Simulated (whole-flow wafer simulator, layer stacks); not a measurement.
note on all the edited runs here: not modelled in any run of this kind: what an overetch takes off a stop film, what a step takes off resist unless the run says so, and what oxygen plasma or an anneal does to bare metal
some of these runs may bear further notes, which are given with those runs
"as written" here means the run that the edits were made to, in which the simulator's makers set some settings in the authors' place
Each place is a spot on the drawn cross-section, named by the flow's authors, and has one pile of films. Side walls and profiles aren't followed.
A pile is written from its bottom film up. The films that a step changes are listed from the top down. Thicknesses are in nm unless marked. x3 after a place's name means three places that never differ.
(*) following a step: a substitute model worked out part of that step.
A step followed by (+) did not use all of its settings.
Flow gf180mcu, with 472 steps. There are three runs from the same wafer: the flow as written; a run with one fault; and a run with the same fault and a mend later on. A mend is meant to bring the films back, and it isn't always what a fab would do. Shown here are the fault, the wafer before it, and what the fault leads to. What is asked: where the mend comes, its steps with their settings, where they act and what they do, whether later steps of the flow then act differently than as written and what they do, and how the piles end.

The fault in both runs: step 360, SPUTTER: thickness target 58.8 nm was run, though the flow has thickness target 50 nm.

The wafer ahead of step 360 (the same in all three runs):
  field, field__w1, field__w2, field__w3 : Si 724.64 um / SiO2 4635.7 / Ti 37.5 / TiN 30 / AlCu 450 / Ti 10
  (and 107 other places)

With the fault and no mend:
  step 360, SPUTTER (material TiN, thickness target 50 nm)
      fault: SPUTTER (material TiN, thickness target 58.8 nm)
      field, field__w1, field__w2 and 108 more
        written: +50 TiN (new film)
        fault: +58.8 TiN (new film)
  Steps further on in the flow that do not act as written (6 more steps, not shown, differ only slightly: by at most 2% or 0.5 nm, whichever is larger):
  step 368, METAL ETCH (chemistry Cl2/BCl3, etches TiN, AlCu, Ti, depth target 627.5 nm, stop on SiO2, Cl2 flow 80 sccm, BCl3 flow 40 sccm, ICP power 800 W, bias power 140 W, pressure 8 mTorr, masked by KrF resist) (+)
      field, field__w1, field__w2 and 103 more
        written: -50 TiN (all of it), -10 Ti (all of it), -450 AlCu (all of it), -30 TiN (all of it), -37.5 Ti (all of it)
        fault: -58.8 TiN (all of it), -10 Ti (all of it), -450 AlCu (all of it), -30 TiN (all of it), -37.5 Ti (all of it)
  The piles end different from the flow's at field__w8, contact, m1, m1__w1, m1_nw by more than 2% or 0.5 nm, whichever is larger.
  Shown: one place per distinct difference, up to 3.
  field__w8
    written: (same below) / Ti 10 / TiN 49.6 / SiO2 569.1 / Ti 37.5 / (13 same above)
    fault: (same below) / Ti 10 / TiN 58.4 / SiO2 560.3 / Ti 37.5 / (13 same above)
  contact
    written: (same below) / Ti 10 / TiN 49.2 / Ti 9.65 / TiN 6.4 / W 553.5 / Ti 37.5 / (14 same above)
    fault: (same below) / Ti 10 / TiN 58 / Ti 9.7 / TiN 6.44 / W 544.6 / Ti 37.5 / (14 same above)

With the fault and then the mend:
  The mend stands after step 367.
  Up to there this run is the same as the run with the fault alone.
  step 367a, STRIP (chemistry O2/N2, power 2160 W, pressure 1700 mTorr) (*)
      field__w8, contact, m1, m1__w1, m1_nw
        -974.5 KrF resist (all of it)
  step 367b, METAL ETCH (chemistry Cl2/BCl3, etches TiN, AlCu, Ti, depth target 8.8 nm, Cl2 flow 80 sccm, BCl3 flow 40 sccm, ICP power 800 W, bias power 140 W, pressure 8 mTorr) (the flow's step 260, run once more with other settings)
      field, field__w1, field__w2 and 108 more
        -8.8 TiN
  step 367c, HMDS (120 C, 60 s) (the flow's step 362, run once more)
      does not change any film at any place that is followed
  step 367d, COAT (KrF resist, thickness 1000 nm) (the flow's step 363, run once more)
      field, field__w1, field__w2 and 108 more
        +1000 KrF resist (new film)
  step 367e, SOFTBAKE (KrF resist) (the flow's step 364, run once more)
      does not change any film at any place that is followed
  step 367f, EXPOSE (photomask Metal4) (the flow's step 365, run once more)
      does not change any film at any place that is followed
  step 367g, PEB (KrF resist, 135 C, 90 s) (the flow's step 366, run once more)
      field, field__w1, field__w2 and 108 more
        -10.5 KrF resist
  step 367h, DEVELOP (thickness 1000 nm, 60 s) (the flow's step 367, run once more)
      field, field__w1, field__w2 and 103 more
        -989.5 KrF resist (all of it)
      field__w8, contact, m1, m1__w1, m1_nw
        -14.9 KrF resist
  None of the later steps of the flow acts differently than as written at any place that is followed.
  The piles end the same as the flow's at every place that both follow.
